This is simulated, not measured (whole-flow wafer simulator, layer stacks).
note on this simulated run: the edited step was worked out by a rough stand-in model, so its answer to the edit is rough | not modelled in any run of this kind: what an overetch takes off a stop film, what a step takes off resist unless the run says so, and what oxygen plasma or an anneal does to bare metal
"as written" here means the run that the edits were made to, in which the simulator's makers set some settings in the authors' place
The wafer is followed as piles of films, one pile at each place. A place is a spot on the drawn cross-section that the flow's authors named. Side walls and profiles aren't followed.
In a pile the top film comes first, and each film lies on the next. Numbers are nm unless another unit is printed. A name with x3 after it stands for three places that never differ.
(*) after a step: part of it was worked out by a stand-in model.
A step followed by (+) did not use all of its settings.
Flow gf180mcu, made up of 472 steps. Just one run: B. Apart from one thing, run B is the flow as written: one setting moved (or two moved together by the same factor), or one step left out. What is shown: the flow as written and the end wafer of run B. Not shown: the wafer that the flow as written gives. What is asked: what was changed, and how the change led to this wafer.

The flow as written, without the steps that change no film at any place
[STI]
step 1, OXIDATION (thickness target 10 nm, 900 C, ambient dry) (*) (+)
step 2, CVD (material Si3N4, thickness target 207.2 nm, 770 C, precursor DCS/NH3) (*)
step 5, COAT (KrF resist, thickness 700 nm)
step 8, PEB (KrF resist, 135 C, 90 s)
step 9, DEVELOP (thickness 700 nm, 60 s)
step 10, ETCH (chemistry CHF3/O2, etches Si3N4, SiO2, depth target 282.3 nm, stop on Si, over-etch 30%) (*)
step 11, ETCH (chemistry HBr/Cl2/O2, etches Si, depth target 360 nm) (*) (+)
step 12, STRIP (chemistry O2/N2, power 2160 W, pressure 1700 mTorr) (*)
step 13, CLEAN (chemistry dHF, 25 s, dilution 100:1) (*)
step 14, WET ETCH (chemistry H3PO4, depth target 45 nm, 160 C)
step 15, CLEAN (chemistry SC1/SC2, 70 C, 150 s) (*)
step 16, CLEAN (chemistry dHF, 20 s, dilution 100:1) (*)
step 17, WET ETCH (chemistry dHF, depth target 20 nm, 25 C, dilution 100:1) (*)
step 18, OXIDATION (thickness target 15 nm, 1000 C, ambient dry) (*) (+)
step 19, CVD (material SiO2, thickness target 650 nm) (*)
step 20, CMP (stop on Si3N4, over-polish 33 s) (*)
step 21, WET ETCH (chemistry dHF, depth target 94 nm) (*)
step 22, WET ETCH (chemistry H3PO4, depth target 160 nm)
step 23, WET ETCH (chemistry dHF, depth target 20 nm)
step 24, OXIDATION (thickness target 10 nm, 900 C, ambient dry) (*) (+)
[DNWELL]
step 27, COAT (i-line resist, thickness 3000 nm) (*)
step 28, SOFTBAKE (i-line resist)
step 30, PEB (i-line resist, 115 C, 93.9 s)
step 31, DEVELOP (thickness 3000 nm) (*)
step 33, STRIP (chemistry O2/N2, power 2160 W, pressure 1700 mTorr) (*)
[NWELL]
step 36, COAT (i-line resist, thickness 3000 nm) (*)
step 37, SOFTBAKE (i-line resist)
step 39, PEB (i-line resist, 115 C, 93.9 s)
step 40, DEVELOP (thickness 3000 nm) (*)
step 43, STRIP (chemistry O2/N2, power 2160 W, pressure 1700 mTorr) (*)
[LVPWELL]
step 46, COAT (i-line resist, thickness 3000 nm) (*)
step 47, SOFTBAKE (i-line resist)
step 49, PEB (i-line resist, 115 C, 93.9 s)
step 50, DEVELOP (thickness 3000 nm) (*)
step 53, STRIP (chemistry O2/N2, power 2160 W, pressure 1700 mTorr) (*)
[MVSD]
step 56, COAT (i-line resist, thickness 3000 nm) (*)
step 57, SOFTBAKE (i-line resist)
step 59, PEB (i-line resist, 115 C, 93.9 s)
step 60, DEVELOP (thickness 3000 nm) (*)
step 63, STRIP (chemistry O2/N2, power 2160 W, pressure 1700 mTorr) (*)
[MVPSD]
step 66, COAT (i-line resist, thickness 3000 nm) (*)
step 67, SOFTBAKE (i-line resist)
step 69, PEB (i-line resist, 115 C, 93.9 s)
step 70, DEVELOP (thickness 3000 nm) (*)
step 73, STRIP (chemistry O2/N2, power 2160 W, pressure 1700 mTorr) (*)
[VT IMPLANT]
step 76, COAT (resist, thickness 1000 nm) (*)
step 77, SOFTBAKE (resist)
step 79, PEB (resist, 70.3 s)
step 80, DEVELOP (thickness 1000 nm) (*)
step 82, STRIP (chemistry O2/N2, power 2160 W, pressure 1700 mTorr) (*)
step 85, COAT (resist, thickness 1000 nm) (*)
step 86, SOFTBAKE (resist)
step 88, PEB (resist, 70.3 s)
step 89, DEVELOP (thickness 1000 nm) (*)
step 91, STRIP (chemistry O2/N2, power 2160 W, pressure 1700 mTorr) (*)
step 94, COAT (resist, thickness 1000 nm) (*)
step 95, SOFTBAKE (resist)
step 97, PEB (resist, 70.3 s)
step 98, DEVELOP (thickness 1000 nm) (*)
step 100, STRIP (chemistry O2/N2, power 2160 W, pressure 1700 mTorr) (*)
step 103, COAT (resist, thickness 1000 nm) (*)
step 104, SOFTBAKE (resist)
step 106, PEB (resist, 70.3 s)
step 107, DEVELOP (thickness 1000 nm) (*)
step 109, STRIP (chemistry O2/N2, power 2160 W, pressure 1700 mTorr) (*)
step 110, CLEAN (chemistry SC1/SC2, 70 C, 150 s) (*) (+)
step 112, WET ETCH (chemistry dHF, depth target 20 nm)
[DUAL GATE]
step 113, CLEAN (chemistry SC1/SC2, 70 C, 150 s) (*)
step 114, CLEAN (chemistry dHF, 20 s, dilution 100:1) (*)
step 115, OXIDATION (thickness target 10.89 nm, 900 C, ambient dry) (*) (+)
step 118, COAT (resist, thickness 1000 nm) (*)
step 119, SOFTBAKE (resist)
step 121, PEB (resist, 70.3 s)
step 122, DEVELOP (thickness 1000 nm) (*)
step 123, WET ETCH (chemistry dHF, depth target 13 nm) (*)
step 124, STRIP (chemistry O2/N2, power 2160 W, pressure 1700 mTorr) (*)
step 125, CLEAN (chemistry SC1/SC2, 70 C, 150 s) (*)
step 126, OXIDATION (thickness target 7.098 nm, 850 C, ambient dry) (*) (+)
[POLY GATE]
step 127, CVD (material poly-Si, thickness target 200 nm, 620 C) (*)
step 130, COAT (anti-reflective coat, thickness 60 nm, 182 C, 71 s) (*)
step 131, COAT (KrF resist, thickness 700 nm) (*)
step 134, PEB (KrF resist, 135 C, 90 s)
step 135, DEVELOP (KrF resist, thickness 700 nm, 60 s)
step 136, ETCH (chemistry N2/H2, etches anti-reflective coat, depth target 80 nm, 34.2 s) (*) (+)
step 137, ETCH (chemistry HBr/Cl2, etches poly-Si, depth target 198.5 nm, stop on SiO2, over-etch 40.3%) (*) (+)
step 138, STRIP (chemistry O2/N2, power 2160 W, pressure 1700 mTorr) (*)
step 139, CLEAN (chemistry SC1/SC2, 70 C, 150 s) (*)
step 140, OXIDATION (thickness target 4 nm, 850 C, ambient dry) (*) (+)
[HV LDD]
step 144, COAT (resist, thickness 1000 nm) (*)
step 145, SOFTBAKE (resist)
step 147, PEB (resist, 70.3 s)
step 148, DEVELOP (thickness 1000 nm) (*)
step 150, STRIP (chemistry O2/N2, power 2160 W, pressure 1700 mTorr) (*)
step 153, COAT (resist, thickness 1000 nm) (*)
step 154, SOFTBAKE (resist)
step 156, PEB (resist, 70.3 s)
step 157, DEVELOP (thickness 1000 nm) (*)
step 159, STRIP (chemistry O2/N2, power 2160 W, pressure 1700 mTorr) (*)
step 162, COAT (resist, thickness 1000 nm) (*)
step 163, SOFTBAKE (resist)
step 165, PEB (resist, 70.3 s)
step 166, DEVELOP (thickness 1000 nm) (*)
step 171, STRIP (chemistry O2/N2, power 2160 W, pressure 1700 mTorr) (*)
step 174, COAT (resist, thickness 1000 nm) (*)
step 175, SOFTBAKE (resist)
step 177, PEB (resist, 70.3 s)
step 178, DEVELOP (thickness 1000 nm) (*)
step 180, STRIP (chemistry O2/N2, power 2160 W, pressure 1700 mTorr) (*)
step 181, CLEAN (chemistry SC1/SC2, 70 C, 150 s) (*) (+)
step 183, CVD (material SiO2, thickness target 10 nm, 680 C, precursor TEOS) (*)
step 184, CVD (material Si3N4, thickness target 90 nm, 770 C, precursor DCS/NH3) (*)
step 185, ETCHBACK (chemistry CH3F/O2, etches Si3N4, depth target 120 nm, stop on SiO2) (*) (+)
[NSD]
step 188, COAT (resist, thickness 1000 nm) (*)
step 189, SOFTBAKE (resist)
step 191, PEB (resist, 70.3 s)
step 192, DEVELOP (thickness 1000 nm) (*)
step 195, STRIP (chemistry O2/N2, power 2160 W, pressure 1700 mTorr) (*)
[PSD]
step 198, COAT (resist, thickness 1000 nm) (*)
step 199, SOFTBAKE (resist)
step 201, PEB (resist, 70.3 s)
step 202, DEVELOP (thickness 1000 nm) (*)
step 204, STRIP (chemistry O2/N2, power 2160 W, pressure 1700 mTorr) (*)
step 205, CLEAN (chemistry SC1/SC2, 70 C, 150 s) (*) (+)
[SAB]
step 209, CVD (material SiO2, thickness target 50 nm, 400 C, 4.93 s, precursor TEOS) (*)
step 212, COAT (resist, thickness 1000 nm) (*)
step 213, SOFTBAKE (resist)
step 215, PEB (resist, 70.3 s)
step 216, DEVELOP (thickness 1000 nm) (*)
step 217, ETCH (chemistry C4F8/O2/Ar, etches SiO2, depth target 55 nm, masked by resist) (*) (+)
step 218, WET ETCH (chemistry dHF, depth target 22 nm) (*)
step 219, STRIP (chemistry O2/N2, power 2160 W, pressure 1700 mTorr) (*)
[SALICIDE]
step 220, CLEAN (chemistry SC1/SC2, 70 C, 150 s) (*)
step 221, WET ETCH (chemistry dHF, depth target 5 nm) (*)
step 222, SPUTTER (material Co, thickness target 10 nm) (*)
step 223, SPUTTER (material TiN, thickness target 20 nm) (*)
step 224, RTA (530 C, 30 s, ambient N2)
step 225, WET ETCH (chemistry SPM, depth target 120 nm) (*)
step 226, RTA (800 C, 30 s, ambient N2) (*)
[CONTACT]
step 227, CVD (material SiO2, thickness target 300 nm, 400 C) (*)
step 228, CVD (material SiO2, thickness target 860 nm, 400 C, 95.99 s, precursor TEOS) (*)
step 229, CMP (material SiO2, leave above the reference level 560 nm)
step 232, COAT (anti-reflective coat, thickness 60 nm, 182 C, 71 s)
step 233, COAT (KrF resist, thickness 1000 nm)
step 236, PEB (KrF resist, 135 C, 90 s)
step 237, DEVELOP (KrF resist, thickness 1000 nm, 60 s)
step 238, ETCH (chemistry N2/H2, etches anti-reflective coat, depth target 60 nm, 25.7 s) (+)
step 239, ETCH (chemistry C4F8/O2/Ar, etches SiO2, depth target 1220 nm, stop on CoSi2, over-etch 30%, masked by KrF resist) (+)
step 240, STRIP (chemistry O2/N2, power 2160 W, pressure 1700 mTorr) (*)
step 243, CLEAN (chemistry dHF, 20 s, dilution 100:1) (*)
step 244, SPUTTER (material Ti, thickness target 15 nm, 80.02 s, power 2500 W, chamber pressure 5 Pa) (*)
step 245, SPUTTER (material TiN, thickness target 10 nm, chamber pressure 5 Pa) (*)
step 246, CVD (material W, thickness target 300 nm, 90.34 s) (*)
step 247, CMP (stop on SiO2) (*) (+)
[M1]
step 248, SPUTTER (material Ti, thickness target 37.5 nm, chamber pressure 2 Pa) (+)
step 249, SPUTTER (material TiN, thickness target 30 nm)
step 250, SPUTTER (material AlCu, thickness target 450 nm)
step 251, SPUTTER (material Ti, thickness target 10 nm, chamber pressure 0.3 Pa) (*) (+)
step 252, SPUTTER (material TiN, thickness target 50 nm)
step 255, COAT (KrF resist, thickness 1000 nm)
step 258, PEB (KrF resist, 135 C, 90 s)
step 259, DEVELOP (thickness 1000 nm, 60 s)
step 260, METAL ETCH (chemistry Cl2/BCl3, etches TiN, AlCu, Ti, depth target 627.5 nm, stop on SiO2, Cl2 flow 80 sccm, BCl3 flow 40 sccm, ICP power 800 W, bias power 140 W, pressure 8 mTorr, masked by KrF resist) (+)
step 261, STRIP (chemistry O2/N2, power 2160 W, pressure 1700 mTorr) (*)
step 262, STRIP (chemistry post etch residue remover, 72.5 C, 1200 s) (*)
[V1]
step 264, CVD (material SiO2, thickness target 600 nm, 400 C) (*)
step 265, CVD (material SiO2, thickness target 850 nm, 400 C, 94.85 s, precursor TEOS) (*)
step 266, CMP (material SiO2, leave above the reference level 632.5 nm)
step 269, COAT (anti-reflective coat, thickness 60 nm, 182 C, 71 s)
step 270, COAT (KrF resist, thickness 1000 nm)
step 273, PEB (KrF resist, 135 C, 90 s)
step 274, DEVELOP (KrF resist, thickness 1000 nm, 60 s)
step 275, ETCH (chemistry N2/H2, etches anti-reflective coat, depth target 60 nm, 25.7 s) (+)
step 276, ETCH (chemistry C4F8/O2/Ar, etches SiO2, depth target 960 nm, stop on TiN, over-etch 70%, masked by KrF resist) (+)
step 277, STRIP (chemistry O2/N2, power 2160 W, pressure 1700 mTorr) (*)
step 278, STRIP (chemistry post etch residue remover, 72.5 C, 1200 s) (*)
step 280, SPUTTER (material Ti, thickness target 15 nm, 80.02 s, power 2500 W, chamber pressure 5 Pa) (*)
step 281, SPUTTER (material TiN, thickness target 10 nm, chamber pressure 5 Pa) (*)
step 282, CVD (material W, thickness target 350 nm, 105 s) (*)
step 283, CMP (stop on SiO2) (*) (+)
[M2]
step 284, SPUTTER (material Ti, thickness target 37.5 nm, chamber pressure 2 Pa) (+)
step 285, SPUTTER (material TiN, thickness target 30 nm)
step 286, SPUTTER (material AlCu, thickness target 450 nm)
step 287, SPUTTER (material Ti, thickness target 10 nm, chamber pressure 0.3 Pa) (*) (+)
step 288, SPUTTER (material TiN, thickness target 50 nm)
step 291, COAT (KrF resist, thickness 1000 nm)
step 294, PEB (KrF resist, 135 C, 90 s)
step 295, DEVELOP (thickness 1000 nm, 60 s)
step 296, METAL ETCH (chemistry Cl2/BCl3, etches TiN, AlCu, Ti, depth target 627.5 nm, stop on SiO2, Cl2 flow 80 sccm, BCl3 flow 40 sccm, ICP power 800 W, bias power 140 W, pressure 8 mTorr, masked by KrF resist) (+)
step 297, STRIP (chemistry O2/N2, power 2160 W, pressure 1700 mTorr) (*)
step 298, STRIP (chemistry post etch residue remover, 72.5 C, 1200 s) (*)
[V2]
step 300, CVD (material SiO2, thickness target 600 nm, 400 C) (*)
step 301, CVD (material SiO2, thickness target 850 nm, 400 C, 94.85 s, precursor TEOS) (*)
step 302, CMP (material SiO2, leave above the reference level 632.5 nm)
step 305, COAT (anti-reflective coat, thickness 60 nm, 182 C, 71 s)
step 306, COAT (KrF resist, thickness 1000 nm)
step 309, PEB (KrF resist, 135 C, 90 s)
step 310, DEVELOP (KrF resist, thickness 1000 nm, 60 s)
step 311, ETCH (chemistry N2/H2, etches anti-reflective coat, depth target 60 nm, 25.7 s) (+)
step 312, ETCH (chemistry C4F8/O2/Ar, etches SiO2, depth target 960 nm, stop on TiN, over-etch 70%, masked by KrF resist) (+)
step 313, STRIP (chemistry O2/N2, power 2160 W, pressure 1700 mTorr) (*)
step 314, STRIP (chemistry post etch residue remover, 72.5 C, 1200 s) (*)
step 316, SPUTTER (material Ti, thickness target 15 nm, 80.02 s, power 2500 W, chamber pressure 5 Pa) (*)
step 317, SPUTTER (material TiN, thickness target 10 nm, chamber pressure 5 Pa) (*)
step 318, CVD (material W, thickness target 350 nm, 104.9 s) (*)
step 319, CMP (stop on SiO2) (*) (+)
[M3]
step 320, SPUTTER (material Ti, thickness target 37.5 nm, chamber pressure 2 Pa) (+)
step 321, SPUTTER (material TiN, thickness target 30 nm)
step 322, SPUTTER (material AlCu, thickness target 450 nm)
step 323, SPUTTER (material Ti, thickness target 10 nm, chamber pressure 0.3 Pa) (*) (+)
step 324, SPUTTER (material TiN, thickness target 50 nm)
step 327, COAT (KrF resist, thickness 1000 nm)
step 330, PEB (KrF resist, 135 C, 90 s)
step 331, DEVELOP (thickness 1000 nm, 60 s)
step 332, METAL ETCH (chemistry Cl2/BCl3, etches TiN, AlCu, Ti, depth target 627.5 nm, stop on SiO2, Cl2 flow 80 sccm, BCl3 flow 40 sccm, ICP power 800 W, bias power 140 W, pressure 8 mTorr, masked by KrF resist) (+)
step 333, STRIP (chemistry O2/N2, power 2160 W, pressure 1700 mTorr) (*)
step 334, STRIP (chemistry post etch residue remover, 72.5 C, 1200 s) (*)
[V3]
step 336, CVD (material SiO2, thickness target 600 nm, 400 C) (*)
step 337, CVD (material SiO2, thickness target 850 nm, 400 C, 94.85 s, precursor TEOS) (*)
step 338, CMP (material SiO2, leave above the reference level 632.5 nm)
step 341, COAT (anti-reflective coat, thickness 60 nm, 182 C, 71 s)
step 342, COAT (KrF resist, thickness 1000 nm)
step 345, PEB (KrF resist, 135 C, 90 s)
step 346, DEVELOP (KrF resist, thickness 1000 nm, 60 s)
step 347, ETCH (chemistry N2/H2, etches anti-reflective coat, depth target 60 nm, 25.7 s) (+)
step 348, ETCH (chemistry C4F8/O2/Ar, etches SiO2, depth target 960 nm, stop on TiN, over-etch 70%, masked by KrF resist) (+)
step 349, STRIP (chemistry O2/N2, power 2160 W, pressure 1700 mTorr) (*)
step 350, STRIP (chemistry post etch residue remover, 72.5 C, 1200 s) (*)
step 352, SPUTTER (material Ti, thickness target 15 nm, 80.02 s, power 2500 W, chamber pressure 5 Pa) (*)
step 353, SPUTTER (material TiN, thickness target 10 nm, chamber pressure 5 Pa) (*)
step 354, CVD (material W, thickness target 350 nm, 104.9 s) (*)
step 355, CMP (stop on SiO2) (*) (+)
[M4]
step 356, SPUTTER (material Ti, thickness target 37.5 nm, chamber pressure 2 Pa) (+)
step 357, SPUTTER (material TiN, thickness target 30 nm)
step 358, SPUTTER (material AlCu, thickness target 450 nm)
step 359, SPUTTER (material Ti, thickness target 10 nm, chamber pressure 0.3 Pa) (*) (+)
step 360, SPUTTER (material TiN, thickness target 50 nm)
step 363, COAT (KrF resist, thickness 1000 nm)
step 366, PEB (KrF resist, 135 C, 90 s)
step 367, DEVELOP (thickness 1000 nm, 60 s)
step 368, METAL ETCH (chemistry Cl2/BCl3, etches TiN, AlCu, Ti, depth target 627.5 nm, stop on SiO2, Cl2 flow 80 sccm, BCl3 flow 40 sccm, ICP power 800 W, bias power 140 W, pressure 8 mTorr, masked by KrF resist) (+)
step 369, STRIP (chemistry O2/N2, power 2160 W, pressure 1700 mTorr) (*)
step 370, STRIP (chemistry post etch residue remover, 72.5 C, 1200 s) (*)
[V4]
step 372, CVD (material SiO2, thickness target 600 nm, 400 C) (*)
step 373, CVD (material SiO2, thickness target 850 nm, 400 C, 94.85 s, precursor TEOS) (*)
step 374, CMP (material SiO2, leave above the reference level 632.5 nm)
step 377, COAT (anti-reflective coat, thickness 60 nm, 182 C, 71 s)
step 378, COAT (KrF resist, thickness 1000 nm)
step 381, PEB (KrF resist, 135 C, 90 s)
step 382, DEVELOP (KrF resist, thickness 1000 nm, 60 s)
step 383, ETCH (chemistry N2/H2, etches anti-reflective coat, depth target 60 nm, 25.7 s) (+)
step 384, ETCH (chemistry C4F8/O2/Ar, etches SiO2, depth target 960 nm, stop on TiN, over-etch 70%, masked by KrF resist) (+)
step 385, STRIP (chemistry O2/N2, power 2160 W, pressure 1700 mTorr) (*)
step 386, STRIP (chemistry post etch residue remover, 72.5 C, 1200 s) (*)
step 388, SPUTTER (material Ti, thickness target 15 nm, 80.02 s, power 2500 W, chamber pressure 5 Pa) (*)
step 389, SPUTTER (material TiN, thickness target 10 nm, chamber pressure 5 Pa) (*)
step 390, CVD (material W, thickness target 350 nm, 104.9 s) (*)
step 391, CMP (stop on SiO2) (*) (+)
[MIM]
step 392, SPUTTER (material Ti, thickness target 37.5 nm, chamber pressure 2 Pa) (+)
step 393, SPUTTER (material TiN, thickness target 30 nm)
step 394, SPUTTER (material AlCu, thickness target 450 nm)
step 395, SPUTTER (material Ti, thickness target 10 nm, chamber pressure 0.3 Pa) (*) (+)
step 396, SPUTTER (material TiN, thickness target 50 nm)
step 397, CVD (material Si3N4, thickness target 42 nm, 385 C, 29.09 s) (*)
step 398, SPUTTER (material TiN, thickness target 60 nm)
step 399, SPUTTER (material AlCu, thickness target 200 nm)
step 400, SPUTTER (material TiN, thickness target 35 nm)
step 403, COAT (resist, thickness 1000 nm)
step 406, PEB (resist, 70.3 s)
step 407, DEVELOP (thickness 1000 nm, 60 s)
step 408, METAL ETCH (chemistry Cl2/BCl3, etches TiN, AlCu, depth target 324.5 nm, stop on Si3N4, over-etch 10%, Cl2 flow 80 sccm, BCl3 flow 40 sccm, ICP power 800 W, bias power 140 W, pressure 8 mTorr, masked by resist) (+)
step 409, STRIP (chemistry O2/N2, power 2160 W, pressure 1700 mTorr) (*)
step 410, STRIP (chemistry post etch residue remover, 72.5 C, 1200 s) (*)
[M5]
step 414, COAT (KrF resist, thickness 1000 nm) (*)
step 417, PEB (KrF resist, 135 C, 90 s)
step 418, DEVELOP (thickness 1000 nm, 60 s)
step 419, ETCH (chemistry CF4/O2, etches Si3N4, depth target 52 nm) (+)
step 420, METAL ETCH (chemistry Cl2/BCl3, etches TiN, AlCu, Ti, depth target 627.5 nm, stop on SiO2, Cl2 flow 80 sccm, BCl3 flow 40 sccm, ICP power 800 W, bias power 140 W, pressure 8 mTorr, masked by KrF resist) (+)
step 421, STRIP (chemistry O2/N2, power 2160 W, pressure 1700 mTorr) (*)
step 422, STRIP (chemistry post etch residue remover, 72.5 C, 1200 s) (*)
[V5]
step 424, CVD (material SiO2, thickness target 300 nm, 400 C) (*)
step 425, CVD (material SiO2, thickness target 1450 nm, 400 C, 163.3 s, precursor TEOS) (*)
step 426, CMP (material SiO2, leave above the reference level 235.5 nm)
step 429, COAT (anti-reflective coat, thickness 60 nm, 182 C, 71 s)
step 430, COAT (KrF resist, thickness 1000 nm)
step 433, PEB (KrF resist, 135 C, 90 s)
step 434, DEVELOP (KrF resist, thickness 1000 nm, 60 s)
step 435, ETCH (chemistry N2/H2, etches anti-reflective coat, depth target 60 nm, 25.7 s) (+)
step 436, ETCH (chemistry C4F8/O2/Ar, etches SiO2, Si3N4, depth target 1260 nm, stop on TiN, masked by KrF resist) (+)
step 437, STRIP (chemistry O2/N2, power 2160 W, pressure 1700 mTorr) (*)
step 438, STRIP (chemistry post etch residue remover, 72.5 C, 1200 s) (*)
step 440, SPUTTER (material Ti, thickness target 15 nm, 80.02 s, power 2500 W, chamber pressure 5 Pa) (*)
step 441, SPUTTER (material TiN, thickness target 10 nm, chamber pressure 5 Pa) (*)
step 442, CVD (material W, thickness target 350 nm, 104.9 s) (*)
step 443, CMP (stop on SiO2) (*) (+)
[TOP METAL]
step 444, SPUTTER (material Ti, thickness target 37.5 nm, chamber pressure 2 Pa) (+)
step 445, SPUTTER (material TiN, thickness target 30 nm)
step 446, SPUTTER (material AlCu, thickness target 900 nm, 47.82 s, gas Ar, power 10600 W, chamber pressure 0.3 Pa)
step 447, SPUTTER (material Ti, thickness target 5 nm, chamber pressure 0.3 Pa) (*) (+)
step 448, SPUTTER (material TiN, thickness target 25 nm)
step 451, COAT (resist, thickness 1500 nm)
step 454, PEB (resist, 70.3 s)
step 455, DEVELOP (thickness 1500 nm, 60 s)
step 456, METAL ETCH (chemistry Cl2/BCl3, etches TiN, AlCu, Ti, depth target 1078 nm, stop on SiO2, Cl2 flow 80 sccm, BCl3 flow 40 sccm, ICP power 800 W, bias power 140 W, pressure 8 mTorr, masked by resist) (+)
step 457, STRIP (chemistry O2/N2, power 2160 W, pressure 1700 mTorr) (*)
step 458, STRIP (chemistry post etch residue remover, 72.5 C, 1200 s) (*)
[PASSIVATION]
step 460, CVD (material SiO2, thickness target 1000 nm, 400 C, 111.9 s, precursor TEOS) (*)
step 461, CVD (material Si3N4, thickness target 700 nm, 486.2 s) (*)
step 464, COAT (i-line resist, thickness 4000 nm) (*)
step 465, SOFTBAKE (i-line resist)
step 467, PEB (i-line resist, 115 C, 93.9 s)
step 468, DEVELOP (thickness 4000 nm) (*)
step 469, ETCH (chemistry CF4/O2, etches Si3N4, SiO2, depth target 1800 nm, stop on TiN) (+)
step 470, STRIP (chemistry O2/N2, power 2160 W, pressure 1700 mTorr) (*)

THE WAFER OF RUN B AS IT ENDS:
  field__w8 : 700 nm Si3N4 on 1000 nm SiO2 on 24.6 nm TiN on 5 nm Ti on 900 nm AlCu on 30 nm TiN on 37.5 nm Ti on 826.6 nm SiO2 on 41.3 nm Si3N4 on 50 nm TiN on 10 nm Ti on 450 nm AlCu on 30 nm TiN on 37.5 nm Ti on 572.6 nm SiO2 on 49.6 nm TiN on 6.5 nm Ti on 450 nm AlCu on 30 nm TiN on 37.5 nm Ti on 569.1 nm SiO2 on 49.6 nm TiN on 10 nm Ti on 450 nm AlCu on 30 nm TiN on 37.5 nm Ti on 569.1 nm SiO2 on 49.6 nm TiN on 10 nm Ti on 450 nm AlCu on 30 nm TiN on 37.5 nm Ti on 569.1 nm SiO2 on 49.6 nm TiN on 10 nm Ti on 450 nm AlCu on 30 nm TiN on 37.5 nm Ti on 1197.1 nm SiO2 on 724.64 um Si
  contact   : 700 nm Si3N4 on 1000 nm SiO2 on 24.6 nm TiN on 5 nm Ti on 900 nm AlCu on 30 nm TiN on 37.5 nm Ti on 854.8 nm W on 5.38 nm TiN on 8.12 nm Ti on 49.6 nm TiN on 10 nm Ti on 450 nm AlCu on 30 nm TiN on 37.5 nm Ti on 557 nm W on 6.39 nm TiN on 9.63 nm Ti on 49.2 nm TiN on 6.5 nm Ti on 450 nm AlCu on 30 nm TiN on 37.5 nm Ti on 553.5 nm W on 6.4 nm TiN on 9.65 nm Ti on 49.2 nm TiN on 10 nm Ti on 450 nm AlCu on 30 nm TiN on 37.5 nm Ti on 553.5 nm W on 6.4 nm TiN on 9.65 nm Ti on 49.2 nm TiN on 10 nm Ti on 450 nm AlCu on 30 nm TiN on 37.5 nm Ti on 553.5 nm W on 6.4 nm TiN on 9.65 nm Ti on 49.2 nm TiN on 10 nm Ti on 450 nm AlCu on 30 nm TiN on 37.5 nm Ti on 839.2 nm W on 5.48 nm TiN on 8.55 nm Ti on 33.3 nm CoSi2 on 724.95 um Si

Cause: step 359, SPUTTER: thickness target 6.5 nm was run, though the flow has thickness target 10 nm.
The wafer itself shows it: field__w8 has Ti 6.5, and step 359 as written asks for 10 nm.

How this came from the change, step by step:
  step 359, SPUTTER (material Ti, thickness target 10 nm, chamber pressure 0.3 Pa) (*) (+)
      field, field__w1, field__w2 and 108 more: +6.5 Ti (new film) (in the flow as written it would be: +10 Ti (new film))
  step 368, METAL ETCH (chemistry Cl2/BCl3, etches TiN, AlCu, Ti, depth target 627.5 nm, stop on SiO2, Cl2 flow 80 sccm, BCl3 flow 40 sccm, ICP power 800 W, bias power 140 W, pressure 8 mTorr, masked by KrF resist) (+)
      field, field__w1, field__w2 and 103 more: -50 TiN (all of it), -6.5 Ti (all of it), -450 AlCu (all of it), -30 TiN (all of it), -37.5 Ti (all of it) (in the flow as written it would be: -50 TiN (all of it), -10 Ti (all of it), -450 AlCu (all of it), -30 TiN (all of it), -37.5 Ti (all of it))
